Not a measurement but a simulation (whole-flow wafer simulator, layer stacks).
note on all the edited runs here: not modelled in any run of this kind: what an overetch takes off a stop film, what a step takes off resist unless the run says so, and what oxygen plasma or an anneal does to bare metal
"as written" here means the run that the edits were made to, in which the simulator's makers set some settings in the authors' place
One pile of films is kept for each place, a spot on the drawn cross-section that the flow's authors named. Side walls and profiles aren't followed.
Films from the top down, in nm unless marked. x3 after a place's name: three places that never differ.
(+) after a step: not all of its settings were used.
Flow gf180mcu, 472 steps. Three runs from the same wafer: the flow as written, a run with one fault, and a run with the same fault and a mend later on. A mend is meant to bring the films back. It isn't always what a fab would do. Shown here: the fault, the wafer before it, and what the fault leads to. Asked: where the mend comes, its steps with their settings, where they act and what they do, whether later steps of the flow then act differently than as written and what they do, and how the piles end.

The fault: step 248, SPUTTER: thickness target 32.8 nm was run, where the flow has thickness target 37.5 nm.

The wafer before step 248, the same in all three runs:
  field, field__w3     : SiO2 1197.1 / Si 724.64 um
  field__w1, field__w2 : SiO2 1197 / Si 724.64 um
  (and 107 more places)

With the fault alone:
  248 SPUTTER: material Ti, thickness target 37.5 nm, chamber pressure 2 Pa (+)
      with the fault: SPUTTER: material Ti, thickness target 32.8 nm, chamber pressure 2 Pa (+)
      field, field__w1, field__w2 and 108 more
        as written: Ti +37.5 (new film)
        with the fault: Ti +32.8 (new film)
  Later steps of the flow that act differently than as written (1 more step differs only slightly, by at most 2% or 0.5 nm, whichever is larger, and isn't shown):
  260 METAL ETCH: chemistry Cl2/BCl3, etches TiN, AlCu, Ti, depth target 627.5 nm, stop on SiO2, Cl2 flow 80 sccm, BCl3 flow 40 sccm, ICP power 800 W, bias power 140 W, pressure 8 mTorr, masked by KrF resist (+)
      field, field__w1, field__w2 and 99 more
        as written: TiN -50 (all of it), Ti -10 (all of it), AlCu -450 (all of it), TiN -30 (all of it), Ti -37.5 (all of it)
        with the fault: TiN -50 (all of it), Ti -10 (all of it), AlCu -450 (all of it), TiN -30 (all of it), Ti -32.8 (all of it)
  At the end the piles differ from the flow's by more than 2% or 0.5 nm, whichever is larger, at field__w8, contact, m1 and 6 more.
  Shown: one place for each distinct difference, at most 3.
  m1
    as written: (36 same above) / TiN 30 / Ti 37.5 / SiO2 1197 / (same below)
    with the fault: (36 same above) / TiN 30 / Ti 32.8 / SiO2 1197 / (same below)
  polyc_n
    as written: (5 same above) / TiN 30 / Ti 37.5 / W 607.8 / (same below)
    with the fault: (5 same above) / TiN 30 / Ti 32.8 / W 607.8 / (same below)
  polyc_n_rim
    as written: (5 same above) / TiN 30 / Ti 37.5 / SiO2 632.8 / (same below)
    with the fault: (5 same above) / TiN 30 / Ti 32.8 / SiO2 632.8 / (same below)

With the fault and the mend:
  The mend comes after step 248.
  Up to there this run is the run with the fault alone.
  248a SPUTTER: material Ti, thickness target 4.7 nm, chamber pressure 2 Pa (+) (the flow's step 248 once more, with other settings)
      field, field__w1, field__w2 and 108 more
        Ti +4.7
  No later step of the flow acts differently than as written at any place that is followed.
  At the end the piles are the same as the flow's at every place that both follow.
